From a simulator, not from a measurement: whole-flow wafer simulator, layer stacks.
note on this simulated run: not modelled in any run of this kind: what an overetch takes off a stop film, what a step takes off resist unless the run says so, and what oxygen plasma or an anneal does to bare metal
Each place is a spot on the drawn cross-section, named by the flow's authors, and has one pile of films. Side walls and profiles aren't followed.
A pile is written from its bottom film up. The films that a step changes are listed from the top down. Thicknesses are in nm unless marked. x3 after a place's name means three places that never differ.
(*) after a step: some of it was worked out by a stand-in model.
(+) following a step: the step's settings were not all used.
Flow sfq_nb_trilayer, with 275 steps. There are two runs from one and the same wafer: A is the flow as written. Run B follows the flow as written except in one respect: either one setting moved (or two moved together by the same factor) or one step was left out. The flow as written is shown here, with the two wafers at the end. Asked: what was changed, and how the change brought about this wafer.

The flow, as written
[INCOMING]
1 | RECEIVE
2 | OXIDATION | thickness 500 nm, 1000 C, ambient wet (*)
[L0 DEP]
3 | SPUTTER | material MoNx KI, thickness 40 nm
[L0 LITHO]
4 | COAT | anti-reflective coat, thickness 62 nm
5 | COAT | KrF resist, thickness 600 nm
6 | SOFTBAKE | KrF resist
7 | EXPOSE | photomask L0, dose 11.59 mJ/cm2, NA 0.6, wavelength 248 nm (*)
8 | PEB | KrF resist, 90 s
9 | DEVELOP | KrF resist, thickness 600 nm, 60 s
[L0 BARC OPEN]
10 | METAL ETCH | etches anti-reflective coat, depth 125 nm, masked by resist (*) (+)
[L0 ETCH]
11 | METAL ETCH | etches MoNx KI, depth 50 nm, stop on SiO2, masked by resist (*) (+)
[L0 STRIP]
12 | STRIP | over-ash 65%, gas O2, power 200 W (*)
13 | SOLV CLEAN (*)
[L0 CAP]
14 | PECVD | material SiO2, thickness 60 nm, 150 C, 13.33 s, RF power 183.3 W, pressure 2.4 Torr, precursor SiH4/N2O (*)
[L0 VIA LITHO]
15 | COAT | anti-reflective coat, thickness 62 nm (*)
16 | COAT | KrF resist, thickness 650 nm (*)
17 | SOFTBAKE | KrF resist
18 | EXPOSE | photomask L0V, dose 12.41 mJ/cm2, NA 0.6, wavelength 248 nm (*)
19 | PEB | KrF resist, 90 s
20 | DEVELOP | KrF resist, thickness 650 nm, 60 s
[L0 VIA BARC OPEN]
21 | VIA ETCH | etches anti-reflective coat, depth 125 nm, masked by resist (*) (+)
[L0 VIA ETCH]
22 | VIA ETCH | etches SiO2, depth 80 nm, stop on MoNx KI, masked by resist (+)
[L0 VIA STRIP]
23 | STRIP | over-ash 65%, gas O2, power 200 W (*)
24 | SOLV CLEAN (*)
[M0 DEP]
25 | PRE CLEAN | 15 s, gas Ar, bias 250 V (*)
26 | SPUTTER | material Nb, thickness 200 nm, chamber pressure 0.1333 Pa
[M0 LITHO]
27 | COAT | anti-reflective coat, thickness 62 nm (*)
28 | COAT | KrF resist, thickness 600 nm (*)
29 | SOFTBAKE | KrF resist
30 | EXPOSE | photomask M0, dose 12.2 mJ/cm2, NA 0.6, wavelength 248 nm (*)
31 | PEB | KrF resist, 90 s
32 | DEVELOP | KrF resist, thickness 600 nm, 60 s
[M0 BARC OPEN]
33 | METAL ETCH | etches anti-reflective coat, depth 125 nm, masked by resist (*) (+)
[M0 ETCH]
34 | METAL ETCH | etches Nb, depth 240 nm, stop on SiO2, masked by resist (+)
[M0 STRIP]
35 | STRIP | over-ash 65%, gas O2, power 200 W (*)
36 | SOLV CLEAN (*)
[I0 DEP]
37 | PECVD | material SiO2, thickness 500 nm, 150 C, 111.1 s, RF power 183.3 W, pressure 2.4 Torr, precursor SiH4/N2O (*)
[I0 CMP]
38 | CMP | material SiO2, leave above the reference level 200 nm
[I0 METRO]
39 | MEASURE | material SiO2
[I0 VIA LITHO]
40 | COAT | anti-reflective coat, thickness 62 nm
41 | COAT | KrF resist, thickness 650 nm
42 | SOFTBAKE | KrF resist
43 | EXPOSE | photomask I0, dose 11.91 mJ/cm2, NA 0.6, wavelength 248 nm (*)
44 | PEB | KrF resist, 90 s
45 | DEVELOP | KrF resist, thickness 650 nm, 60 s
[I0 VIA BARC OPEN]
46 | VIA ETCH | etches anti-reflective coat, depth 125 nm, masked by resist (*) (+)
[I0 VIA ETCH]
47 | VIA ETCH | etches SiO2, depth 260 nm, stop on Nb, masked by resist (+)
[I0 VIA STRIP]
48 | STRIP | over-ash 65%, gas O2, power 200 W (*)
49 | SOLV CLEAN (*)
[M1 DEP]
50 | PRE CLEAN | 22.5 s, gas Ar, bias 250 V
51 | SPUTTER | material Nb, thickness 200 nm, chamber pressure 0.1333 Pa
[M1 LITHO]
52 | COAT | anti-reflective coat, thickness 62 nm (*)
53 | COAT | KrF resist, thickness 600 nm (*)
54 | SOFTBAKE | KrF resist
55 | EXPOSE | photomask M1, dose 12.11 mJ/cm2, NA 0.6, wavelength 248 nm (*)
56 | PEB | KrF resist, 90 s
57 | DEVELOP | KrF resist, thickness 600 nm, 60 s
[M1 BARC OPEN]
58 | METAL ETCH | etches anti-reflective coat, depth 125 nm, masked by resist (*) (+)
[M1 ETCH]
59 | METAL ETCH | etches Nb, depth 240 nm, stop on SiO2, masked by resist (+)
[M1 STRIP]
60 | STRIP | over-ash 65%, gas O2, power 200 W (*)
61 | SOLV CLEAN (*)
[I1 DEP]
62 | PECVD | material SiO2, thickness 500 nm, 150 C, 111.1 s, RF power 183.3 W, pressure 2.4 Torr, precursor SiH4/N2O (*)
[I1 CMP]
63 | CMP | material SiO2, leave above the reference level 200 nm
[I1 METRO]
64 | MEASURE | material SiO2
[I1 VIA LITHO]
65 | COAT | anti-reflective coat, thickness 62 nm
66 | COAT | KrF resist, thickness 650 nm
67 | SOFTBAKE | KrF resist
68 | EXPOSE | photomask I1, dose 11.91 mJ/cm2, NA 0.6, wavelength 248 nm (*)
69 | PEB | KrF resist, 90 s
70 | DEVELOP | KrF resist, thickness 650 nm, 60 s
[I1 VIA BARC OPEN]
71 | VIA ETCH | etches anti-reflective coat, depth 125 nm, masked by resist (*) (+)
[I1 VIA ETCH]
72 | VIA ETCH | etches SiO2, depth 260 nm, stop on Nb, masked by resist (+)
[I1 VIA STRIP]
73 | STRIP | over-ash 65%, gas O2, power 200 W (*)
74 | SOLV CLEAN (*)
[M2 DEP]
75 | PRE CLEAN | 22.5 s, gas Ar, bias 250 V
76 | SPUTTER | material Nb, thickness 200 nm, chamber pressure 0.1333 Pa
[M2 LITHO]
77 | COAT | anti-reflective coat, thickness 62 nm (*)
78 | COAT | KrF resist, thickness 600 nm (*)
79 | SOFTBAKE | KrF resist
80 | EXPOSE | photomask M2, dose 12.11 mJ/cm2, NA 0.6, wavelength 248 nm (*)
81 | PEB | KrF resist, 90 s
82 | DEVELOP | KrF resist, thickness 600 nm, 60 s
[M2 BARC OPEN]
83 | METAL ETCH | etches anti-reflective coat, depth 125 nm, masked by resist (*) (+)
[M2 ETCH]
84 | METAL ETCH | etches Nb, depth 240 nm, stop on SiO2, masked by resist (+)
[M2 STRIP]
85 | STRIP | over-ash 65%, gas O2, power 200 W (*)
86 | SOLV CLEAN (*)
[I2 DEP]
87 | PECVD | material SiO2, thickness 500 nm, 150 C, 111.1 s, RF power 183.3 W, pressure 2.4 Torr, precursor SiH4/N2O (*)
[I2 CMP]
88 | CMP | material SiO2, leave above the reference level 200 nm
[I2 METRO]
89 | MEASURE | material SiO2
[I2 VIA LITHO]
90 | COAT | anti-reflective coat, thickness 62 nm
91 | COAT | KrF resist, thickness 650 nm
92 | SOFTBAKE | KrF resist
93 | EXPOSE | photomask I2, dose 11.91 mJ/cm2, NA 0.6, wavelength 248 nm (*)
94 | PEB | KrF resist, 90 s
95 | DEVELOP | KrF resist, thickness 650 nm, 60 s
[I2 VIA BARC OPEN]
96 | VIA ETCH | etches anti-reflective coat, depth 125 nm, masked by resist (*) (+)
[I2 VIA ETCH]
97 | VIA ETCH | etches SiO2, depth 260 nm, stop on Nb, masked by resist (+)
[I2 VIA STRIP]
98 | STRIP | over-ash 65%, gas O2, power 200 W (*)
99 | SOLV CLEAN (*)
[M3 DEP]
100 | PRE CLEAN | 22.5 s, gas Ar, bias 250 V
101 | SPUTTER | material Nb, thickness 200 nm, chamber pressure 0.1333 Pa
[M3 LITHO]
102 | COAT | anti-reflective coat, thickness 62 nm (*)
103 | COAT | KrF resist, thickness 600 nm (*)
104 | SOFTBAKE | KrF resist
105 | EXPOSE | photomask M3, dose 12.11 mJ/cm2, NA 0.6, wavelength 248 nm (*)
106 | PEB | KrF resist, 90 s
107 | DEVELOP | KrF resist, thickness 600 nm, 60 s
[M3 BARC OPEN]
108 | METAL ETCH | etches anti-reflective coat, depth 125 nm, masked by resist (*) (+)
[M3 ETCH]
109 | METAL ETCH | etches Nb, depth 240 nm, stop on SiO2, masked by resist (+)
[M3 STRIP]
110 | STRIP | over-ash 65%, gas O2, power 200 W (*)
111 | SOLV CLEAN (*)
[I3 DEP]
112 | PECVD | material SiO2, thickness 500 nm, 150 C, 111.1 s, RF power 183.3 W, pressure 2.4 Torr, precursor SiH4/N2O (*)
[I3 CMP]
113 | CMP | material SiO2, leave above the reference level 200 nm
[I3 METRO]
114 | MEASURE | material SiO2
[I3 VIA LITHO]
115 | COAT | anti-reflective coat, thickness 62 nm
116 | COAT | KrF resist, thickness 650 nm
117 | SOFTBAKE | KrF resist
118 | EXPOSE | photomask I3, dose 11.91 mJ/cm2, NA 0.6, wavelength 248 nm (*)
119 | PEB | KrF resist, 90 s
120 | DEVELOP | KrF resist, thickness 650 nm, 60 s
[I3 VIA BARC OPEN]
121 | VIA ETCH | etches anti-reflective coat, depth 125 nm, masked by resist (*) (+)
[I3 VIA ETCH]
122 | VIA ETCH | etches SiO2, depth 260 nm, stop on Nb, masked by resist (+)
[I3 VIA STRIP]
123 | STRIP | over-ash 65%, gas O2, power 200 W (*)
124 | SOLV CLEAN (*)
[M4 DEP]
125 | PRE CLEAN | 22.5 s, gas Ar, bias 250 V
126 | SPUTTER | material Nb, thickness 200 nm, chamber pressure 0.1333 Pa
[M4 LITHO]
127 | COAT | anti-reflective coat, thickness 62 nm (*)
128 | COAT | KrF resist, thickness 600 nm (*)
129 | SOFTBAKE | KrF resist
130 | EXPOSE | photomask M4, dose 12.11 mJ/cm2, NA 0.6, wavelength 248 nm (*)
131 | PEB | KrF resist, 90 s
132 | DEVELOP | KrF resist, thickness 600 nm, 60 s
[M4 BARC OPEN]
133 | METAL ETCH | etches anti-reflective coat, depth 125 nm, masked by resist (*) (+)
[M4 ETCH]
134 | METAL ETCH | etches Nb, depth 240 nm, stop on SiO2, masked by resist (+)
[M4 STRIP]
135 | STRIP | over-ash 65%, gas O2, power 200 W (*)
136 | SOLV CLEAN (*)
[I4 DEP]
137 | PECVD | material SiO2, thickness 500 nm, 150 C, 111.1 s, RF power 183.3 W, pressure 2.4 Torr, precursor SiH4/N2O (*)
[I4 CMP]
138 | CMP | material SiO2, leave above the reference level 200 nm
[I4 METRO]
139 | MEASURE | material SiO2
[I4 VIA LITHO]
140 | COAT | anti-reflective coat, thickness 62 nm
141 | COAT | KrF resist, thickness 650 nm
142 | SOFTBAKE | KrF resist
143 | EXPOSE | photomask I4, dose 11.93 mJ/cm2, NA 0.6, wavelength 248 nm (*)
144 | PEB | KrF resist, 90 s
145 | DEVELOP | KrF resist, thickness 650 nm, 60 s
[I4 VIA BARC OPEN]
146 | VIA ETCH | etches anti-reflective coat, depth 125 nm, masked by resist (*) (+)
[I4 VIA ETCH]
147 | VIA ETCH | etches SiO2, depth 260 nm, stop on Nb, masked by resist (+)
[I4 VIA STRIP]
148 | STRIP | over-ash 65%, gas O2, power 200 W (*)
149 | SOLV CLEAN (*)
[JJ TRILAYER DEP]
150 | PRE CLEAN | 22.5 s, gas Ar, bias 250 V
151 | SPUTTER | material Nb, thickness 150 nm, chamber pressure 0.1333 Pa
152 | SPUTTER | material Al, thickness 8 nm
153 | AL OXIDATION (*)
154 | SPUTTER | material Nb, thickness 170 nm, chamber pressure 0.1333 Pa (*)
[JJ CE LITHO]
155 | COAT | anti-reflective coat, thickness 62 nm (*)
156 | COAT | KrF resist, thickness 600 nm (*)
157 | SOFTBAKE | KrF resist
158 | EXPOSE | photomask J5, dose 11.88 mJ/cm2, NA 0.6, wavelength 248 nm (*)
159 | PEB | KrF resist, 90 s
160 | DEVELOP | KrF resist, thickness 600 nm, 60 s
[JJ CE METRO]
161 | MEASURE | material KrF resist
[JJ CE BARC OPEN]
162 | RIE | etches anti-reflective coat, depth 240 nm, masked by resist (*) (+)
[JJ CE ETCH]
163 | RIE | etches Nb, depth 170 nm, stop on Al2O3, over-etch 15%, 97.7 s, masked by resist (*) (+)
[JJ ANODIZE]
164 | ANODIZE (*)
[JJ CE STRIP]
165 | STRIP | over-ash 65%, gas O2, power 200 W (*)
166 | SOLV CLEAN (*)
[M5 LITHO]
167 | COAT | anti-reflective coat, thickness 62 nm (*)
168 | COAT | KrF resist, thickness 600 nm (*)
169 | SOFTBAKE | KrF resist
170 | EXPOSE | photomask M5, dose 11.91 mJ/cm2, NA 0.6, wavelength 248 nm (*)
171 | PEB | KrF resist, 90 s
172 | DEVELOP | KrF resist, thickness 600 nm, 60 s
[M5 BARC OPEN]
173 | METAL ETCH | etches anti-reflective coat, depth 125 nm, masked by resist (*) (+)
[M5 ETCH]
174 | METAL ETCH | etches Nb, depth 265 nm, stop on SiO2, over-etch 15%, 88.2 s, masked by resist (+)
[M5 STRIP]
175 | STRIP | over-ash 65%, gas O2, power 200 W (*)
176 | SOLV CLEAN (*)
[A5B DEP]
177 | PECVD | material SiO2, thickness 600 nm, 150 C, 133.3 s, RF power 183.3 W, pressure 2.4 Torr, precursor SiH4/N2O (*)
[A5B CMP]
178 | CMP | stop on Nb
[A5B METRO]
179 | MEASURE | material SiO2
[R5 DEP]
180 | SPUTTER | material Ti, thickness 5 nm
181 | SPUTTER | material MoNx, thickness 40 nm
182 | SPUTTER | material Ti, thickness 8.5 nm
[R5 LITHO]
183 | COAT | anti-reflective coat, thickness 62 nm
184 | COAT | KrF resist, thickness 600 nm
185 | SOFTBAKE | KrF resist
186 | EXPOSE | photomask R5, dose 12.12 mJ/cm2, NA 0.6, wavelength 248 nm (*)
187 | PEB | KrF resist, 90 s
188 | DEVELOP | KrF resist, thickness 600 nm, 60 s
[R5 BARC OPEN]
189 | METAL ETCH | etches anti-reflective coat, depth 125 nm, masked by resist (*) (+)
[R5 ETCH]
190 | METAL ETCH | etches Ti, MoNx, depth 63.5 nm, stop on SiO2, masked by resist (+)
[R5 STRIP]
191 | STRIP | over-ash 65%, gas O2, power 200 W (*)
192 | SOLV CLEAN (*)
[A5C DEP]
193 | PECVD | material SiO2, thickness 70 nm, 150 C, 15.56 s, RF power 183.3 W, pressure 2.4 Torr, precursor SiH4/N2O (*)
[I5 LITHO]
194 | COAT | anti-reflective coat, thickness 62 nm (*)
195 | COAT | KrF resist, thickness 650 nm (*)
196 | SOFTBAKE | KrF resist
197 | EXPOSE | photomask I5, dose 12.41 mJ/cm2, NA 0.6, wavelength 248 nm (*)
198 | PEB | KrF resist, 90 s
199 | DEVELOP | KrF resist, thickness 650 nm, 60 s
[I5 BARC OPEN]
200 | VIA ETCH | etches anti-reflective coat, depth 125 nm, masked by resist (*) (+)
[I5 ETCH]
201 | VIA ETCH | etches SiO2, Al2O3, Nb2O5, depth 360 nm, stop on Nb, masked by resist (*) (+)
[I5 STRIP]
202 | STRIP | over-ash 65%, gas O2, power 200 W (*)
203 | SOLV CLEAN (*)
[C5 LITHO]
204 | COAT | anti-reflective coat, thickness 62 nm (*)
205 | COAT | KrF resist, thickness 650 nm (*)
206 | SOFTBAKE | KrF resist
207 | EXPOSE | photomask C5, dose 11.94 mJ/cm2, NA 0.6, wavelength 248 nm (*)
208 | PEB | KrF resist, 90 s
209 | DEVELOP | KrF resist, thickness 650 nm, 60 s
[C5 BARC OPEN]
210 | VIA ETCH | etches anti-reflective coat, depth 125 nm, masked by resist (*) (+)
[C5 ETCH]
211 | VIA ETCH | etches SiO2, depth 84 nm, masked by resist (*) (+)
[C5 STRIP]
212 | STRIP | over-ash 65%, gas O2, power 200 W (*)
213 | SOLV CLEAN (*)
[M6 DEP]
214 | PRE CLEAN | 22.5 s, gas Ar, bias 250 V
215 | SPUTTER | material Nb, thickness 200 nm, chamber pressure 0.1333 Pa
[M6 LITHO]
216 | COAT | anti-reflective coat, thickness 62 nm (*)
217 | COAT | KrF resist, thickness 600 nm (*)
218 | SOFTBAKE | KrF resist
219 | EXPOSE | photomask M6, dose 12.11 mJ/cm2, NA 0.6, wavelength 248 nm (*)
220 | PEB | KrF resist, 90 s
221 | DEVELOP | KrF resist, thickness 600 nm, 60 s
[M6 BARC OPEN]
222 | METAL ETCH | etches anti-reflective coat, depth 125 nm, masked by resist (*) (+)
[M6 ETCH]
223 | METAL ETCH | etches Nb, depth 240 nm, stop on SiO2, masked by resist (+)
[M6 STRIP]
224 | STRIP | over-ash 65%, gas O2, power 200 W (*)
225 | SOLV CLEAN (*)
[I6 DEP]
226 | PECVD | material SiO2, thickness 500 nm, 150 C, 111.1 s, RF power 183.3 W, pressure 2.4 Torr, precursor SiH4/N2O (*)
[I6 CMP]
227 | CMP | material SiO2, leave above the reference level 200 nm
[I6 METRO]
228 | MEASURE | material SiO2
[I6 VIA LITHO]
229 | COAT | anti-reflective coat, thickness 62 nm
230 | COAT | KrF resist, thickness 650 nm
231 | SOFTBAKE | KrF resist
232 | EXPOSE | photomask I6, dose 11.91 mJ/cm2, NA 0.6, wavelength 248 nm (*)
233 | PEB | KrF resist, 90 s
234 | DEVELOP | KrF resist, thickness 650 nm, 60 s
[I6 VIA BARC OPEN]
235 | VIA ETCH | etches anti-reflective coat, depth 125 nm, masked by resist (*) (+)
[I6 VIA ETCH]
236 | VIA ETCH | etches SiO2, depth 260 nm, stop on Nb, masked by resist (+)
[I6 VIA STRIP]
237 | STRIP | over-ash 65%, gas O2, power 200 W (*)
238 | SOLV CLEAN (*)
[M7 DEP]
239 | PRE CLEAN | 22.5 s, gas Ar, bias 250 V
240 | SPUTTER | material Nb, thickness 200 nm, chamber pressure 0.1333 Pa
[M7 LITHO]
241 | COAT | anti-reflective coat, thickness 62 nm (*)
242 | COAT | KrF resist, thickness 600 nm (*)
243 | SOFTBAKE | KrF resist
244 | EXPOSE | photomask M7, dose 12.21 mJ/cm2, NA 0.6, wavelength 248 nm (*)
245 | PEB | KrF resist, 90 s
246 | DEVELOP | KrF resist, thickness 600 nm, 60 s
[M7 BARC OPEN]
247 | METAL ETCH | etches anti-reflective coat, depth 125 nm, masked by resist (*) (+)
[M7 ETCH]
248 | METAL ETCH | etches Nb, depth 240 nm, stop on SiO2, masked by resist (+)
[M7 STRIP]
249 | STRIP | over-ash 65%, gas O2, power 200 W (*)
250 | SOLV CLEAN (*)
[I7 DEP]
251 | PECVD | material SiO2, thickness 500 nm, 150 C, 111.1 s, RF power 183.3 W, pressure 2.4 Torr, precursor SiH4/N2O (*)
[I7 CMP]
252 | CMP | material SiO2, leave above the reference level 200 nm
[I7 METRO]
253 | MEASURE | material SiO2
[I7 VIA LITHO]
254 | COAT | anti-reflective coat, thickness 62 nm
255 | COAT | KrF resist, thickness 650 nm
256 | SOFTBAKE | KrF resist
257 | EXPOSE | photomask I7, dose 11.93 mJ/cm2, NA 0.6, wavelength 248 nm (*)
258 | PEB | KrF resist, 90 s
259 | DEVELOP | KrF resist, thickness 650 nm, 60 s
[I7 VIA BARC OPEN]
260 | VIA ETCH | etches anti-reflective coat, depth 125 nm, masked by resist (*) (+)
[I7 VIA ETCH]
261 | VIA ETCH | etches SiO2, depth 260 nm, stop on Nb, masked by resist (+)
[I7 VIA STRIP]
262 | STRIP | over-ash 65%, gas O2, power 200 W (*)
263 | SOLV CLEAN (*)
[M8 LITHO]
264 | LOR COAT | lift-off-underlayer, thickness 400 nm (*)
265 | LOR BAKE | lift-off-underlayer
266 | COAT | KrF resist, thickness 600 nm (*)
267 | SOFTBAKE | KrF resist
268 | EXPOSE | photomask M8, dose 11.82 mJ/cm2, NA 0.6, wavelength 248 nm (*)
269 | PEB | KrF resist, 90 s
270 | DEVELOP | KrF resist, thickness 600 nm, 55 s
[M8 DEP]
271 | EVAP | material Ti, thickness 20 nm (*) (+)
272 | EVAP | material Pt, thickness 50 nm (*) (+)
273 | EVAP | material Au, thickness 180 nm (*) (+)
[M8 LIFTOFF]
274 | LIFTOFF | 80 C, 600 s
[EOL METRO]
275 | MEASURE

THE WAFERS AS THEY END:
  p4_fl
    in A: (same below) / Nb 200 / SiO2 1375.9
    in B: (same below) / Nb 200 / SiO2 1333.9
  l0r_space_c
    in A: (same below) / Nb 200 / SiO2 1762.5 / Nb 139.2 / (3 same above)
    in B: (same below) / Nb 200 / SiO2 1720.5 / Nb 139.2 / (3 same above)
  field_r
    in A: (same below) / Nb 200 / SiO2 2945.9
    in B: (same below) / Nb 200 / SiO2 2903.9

Cause: step 138, CMP: leave above the reference level 158 nm was run, though the flow has leave above the reference level 200 nm.

How this came from the change, step by step:
  138 | CMP | material SiO2, leave above the reference level 200 nm
      field_l, be, be_sur and 55 more: A -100 SiO2 | B -142 SiO2
      v_sur, via_wl, via_w and 35 more: A -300 SiO2 | B -342 SiO2
      (and at 10 other places as well)
  147 | VIA ETCH | etches SiO2, depth 260 nm, stop on Nb, masked by resist (+)
      field_l, v_sur, via_sp and 100 more: A -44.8 KrF resist | B -40.8 KrF resist
      via_wl, via_w, via_wr: A -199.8 SiO2 (all of it) | B -157.8 SiO2 (all of it)
  151 | SPUTTER | material Nb, thickness 150 nm, chamber pressure 0.1333 Pa
      via_wl, via_w, via_wr: A +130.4 Nb | B +135.3 Nb
  154 | SPUTTER | material Nb, thickness 170 nm, chamber pressure 0.1333 Pa (*)
      via_wl, via_wr: A +140.7 Nb (new film) | B +148 Nb (new film)
      via_w: A +141 Nb (new film) | B +148.3 Nb (new film)
  155 | COAT | anti-reflective coat, thickness 62 nm (*)
      via_wl, via_wr: A +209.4 anti-reflective coat (new film) | B +169.5 anti-reflective coat (new film)
      v_sur: A +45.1 anti-reflective coat (new film) | B +47 anti-reflective coat (new film)
      (and at 2 other places as well)
  156 | COAT | KrF resist, thickness 600 nm (*)
      via_w: A +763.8 KrF resist (new film) | B +723.9 KrF resist (new film)
  160 | DEVELOP | KrF resist, thickness 600 nm, 60 s
      via_w: A -762.1 KrF resist (all of it) | B -722.3 KrF resist (all of it)
  162 | RIE | etches anti-reflective coat, depth 240 nm, masked by resist (*) (+)
      ce_l, c5j, ce_r, wl_jj: A -209.4 KrF resist | B -169.5 KrF resist
      via_wl, via_wr: A -209.4 anti-reflective coat (all of it) | B -169.5 anti-reflective coat (all of it)
      (and at 3 other places as well)
  163 | RIE | etches Nb, depth 170 nm, stop on Al2O3, over-etch 15%, 97.7 s, masked by resist (*) (+)
      via_wl, via_wr: A -140.7 Nb (all of it), -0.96 Al2O3 (all of it) | B -148 Nb (all of it), -0.96 Al2O3 (all of it)
      via_w: A -141 Nb (all of it), -0.96 Al2O3 (all of it) | B -148.3 Nb (all of it), -0.96 Al2O3 (all of it)
  164 | ANODIZE (*)
      via_w: A +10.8 Al2O3 (new film), +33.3 Nb2O5 (new film), -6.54 Al (all of it), -12 Nb | B +11.3 Al2O3 (new film), +32.5 Nb2O5 (new film), -6.82 Al (all of it), -11.7 Nb
  165 | STRIP | over-ash 65%, gas O2, power 200 W (*)
      ce_l: A -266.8 KrF resist (all of it), -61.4 anti-reflective coat (all of it) | B -307 KrF resist (all of it), -61.6 anti-reflective coat (all of it)
      c5j: A -266.9 KrF resist (all of it), -61.5 anti-reflective coat (all of it) | B -307 KrF resist (all of it), -61.6 anti-reflective coat (all of it)
      (and at 2 other places as well)
  167 | COAT | anti-reflective coat, thickness 62 nm (*)
      v_sur: A +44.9 anti-reflective coat (new film) | B +43.5 anti-reflective coat (new film)
      via_wl: A +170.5 anti-reflective coat (new film) | B +129.6 anti-reflective coat (new film)
      (and at 2 other places as well)
  168 | COAT | KrF resist, thickness 600 nm (*)
      via_w: A +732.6 KrF resist (new film) | B +705.3 KrF resist (new film)
  175 | STRIP | over-ash 65%, gas O2, power 200 W (*)
      v_sur: A -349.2 KrF resist (all of it), -44.9 anti-reflective coat (all of it) | B -356.3 KrF resist (all of it), -43.5 anti-reflective coat (all of it)
      via_wl: A -427 KrF resist (all of it), -170.5 anti-reflective coat (all of it) | B -429.4 KrF resist (all of it), -129.6 anti-reflective coat (all of it)
      (and at 2 other places as well)
  178 | CMP | stop on Nb
      via_wl, via_wr: A -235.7 SiO2 | B -282.5 SiO2
      via_w: A -235.2 SiO2 | B -282 SiO2
